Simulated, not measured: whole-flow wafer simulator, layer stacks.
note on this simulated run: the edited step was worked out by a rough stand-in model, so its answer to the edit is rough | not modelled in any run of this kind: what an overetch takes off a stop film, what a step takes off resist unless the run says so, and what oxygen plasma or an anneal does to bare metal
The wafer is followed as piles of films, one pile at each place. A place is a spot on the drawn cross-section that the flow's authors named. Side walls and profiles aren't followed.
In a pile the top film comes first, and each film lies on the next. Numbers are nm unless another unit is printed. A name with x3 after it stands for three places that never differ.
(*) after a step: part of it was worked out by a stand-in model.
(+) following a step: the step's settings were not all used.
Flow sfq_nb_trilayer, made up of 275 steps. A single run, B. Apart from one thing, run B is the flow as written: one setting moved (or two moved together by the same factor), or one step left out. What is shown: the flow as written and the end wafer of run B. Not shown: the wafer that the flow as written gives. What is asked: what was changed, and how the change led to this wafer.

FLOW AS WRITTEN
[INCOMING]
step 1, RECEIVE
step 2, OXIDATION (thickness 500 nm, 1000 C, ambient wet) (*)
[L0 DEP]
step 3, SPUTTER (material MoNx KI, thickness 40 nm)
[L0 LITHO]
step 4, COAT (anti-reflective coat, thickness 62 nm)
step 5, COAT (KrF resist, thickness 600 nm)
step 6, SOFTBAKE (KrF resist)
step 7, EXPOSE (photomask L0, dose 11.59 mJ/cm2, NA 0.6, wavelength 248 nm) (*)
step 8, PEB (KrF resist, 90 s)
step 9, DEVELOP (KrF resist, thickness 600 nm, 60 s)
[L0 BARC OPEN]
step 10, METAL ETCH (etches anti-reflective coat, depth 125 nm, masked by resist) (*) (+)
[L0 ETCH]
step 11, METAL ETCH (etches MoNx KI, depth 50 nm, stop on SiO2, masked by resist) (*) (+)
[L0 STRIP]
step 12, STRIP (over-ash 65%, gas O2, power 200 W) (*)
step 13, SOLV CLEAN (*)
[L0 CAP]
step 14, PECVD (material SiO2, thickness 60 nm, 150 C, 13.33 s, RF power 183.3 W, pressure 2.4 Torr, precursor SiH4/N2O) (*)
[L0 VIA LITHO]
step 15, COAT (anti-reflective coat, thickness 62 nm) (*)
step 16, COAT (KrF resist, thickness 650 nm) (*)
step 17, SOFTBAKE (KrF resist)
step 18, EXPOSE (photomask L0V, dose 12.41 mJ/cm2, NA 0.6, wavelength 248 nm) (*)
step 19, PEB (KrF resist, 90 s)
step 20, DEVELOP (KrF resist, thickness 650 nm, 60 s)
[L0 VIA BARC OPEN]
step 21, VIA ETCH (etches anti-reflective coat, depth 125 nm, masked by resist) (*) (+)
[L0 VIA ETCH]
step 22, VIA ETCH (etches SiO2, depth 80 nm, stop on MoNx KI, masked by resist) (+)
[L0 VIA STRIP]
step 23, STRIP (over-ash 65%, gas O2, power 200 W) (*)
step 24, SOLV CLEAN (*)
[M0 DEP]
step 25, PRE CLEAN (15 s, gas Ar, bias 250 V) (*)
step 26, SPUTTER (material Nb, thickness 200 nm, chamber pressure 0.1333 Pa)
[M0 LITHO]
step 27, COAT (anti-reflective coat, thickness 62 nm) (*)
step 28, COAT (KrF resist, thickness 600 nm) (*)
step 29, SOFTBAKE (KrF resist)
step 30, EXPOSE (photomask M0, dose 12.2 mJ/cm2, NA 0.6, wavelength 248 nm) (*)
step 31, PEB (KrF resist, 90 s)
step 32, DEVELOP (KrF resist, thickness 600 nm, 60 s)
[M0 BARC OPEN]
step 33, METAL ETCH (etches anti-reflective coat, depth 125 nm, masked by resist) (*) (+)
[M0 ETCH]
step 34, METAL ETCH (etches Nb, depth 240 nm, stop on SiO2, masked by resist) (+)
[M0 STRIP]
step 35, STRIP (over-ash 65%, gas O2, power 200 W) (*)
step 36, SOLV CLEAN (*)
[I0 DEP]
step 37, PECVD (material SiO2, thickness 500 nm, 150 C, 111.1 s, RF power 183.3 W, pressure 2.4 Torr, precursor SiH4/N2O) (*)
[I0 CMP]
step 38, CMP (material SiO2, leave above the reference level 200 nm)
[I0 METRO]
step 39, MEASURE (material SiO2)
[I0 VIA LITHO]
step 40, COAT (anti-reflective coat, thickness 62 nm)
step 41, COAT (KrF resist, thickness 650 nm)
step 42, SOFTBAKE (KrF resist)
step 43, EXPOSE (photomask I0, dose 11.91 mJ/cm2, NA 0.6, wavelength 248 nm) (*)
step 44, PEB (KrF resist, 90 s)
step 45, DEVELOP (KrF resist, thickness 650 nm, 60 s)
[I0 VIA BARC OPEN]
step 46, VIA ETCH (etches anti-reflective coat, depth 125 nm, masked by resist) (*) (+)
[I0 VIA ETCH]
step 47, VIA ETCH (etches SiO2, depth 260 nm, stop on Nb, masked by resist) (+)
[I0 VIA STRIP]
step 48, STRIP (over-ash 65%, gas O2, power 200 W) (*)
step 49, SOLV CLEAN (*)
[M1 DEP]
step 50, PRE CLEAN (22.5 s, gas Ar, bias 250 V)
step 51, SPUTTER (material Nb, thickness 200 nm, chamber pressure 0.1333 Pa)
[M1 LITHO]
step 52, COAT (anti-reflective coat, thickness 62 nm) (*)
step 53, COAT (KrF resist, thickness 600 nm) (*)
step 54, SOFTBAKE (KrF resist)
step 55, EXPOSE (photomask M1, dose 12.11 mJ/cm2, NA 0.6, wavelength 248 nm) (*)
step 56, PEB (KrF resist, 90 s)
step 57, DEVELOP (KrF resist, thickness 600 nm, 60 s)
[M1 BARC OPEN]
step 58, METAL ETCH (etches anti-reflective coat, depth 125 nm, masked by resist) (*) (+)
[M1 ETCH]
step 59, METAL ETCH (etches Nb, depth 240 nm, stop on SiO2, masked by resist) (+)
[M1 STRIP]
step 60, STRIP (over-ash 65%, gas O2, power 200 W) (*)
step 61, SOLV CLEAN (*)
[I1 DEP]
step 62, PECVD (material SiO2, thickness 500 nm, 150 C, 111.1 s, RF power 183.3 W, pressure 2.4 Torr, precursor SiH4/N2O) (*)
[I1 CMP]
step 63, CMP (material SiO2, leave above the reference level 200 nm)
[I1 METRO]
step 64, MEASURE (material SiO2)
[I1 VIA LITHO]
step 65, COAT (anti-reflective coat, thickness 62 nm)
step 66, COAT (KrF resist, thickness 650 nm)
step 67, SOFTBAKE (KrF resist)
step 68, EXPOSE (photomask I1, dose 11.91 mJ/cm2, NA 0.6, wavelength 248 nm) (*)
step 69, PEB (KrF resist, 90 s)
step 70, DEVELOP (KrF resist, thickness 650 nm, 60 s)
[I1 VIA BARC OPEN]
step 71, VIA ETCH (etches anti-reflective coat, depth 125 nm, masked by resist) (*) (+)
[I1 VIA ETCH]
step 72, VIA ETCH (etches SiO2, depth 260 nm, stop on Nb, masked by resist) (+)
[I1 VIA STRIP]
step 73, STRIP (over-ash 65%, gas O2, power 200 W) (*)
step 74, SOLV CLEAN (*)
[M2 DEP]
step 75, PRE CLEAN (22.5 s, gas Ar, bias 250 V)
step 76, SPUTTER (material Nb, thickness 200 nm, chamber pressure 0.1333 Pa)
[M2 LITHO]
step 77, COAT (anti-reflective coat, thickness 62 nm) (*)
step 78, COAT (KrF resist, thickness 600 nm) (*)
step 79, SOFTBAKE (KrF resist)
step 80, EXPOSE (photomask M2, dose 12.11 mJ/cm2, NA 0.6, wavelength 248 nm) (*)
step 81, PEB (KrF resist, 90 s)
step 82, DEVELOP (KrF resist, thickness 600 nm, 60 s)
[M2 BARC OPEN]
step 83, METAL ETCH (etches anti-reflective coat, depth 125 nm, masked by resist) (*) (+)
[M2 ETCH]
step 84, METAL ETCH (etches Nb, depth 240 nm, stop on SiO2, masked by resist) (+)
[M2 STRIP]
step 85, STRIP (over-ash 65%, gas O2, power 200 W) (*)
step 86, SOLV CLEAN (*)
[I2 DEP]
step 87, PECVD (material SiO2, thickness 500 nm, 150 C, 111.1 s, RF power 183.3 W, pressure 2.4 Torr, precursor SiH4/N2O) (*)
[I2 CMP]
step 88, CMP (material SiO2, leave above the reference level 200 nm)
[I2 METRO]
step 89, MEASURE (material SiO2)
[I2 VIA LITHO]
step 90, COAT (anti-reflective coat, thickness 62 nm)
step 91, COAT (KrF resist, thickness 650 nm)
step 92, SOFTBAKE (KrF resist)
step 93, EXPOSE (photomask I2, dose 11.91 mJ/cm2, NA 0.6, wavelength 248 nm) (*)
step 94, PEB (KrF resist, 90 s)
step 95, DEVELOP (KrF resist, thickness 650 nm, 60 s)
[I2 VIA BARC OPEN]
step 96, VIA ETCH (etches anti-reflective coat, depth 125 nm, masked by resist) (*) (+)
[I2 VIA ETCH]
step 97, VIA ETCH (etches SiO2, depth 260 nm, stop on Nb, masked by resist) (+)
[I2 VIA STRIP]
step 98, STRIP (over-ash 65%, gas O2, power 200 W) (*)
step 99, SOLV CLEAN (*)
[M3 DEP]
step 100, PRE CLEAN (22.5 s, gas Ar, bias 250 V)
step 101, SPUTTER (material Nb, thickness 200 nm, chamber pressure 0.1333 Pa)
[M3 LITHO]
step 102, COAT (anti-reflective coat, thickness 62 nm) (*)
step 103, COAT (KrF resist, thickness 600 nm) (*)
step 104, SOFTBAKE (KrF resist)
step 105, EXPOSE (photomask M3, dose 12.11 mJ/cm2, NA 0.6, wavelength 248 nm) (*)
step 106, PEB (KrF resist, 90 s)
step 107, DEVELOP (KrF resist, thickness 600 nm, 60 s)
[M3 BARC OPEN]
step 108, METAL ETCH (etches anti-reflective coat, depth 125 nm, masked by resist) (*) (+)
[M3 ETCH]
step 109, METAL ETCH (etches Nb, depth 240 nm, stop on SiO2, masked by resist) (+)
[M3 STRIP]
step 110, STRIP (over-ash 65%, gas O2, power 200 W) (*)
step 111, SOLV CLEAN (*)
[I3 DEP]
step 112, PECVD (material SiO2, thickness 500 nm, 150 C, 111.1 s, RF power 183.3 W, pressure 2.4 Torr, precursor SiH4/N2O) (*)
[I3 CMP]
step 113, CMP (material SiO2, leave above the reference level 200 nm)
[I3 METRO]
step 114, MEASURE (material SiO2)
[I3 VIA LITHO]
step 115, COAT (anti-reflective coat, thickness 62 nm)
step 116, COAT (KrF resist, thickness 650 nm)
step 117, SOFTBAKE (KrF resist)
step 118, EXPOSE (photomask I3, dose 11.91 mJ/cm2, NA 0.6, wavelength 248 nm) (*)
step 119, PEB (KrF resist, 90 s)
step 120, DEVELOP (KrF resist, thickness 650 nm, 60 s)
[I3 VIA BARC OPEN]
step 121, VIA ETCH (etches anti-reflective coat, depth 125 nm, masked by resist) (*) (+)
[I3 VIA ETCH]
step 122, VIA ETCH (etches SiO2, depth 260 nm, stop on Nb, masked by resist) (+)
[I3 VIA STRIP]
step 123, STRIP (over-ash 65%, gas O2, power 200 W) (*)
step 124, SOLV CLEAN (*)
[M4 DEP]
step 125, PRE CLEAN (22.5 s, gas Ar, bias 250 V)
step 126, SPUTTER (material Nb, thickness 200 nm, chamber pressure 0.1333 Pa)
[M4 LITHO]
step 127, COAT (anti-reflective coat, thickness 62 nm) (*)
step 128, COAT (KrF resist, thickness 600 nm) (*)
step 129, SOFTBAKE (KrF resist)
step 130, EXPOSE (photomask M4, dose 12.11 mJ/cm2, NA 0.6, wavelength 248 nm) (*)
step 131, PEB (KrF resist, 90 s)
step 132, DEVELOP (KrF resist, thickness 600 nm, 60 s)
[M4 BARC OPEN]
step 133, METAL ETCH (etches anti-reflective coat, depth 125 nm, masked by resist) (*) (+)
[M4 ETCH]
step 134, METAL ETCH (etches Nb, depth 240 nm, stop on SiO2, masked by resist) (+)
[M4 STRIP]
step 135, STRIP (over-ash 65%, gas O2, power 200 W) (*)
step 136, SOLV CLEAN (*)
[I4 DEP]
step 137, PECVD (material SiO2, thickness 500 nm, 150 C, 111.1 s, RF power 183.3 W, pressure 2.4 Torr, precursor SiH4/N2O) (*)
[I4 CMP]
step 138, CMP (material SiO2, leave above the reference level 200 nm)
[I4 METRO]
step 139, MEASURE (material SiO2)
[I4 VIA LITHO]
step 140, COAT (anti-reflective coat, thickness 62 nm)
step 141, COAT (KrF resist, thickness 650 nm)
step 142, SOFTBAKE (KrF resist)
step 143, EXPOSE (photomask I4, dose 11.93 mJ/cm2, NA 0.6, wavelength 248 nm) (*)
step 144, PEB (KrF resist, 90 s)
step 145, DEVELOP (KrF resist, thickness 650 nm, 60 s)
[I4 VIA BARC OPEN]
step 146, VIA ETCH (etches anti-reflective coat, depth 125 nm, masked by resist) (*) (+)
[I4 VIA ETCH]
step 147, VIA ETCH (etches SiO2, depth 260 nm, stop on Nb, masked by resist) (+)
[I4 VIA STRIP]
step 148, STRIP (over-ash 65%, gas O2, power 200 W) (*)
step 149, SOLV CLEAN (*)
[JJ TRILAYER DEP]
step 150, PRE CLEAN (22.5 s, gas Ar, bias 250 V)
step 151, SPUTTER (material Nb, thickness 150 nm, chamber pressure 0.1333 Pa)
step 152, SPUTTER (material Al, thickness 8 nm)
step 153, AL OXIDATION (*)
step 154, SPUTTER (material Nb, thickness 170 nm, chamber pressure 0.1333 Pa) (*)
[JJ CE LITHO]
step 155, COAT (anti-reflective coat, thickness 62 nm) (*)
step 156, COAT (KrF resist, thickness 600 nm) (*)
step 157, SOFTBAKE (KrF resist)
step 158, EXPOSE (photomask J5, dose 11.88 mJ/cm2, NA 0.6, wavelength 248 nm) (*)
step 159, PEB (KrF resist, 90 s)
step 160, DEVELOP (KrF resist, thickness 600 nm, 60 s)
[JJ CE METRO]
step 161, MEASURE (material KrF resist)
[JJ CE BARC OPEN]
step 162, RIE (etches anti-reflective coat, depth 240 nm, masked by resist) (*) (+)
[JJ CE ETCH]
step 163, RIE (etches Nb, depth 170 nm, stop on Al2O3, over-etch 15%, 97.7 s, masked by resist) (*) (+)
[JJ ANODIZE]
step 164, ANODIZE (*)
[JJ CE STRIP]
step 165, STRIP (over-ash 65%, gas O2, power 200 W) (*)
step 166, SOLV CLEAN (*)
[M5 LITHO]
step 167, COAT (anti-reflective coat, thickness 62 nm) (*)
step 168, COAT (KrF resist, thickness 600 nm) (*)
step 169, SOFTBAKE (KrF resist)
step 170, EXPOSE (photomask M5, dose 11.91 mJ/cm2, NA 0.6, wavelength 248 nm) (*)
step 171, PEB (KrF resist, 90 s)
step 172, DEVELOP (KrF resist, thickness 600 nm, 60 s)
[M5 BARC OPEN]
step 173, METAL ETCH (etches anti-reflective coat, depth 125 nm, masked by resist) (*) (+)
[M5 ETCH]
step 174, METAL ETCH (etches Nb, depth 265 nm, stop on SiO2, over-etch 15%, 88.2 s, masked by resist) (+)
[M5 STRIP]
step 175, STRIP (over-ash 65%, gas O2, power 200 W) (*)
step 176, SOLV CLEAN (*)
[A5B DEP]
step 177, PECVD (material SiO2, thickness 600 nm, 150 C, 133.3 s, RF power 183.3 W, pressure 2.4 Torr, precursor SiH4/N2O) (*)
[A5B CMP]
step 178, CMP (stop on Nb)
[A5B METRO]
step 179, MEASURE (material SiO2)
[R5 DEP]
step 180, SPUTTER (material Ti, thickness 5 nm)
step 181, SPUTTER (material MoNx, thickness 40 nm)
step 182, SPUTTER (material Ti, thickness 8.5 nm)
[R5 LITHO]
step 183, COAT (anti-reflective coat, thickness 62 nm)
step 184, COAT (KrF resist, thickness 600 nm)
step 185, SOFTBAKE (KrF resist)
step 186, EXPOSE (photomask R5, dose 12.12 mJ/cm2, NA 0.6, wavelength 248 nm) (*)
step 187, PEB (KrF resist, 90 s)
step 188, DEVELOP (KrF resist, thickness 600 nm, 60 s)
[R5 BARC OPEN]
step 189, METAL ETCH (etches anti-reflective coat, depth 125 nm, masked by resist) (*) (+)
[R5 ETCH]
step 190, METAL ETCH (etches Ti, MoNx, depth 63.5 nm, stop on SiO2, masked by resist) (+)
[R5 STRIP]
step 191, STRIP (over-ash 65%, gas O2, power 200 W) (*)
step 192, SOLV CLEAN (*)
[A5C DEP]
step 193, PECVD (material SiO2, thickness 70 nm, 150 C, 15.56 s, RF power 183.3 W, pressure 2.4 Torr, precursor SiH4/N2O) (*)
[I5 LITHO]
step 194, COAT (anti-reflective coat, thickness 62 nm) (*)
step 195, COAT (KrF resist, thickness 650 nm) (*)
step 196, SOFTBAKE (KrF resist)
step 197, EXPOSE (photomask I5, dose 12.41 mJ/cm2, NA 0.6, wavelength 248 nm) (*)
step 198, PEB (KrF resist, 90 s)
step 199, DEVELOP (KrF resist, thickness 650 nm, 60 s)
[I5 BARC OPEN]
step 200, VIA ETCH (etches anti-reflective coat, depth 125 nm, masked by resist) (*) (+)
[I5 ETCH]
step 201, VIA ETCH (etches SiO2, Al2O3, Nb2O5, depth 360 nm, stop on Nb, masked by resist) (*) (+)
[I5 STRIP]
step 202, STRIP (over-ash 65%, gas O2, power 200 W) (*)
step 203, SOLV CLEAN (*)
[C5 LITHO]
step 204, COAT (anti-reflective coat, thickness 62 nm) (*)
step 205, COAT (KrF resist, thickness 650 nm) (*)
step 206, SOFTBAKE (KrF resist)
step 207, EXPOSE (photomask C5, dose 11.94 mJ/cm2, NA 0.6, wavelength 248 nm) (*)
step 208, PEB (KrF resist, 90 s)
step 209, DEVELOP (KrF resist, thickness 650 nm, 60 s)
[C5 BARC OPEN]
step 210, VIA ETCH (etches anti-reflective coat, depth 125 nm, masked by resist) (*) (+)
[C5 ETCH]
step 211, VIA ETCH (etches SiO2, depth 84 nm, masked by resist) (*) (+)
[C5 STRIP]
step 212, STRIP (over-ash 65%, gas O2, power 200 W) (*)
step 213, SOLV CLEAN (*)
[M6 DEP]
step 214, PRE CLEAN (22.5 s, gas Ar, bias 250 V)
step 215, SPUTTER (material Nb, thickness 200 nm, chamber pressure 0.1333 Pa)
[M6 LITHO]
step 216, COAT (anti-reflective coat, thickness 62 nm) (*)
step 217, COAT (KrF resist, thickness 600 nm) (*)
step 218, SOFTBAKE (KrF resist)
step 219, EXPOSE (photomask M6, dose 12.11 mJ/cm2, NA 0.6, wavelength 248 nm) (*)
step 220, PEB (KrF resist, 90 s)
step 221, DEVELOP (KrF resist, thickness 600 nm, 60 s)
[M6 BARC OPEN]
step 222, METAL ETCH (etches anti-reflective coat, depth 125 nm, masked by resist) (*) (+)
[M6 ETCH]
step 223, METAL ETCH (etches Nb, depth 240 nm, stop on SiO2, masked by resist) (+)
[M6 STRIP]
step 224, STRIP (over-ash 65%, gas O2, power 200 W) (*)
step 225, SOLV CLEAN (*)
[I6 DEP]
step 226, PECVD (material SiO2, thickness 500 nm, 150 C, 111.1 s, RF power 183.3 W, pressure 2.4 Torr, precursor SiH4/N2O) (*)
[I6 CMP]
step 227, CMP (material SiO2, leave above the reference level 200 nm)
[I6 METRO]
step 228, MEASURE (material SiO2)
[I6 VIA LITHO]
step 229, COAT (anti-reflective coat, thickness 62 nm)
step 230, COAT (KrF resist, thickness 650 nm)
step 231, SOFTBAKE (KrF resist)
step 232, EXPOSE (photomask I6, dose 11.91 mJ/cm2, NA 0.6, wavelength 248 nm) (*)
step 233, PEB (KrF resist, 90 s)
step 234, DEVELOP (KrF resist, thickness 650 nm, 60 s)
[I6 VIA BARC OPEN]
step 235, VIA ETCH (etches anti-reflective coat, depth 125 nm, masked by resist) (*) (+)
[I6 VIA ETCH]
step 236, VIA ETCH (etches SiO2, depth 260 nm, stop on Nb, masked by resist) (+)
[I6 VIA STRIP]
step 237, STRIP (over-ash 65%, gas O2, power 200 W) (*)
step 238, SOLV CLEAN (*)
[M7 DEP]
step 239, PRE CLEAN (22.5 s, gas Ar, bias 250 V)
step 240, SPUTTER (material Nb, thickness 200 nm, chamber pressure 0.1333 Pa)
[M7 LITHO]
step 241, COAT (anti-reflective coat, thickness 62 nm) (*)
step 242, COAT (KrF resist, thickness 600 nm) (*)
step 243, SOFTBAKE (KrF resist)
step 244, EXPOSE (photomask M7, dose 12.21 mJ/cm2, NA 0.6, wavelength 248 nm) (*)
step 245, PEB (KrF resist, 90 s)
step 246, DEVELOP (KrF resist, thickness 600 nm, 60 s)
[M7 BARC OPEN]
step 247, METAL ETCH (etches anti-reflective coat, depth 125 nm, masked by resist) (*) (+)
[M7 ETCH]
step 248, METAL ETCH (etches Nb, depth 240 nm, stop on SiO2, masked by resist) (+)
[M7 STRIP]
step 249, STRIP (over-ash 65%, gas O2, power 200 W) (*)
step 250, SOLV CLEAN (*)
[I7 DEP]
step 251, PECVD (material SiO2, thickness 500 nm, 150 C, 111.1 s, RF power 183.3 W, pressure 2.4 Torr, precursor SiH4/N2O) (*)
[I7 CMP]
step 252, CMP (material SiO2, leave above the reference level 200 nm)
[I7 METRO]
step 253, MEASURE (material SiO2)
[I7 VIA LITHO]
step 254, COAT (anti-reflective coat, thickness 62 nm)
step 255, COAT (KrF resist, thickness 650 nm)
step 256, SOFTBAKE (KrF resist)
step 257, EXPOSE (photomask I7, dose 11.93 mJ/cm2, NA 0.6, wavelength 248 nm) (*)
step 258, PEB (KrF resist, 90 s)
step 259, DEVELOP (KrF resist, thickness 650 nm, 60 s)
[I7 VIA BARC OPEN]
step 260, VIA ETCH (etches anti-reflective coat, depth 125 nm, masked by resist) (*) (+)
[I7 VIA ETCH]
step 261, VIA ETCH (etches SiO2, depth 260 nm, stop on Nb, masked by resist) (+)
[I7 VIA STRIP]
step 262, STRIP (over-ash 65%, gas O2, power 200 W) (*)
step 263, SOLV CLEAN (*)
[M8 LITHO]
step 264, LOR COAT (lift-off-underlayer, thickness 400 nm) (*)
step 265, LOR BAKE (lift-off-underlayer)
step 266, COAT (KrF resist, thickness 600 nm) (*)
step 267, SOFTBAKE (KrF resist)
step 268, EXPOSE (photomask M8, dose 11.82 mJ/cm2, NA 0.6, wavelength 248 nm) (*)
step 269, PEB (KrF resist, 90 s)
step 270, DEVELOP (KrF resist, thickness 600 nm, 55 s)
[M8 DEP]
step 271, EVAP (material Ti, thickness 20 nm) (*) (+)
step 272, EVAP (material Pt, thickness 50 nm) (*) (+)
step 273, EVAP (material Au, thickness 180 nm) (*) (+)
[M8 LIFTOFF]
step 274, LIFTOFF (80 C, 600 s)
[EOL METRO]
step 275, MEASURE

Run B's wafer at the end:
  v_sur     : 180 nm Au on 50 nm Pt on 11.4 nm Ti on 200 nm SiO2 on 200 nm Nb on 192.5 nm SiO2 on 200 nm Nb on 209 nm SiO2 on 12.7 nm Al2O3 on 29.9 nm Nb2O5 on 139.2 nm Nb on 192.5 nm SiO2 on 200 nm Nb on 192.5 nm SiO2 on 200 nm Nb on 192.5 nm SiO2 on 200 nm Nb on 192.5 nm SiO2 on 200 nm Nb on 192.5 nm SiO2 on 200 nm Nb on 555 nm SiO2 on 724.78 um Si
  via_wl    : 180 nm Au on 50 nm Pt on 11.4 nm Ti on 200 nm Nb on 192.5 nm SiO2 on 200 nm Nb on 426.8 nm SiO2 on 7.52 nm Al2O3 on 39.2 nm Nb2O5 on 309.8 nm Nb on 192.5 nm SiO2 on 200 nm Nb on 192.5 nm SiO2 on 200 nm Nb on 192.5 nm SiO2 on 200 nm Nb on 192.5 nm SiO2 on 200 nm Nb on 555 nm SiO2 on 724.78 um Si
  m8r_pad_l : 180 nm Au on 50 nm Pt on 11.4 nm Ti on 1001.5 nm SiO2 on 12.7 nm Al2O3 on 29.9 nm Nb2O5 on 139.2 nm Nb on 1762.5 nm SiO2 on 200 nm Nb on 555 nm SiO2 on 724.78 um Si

The reason: step 271, EVAP: thickness 11.4 nm was run, though the flow has thickness 20 nm.
The wafer lets one read it off: v_sur has Ti 11.4, and step 271 as written asks for 20 nm.

How this came from the change, step by step:
  step 271, EVAP (material Ti, thickness 20 nm) (*) (+)
      field_l, v_sur, via_wl and 103 more: +11.4 Ti (new film) (in the flow as written it would be: +20 Ti (new film))
  step 274, LIFTOFF (80 C, 600 s)
      p4_fl, p4_fm, p4_w1 and 71 more: -180 Au (all of it), -50 Pt (all of it), -11.4 Ti (all of it), -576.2 KrF resist (all of it), -400 lift-off-underlayer (all of it) (in the flow as written it would be: -180 Au (all of it), -50 Pt (all of it), -20 Ti (all of it), -576.2 KrF resist (all of it), -400 lift-off-underlayer (all of it))
      c5j, ce_r: -180 Au (all of it), -50 Pt (all of it), -11.4 Ti (all of it), -573.3 KrF resist (all of it), -399.3 lift-off-underlayer (all of it) (in the flow as written it would be: -180 Au (all of it), -50 Pt (all of it), -20 Ti (all of it), -573.3 KrF resist (all of it), -399.3 lift-off-underlayer (all of it))
      (also at 19 further places)
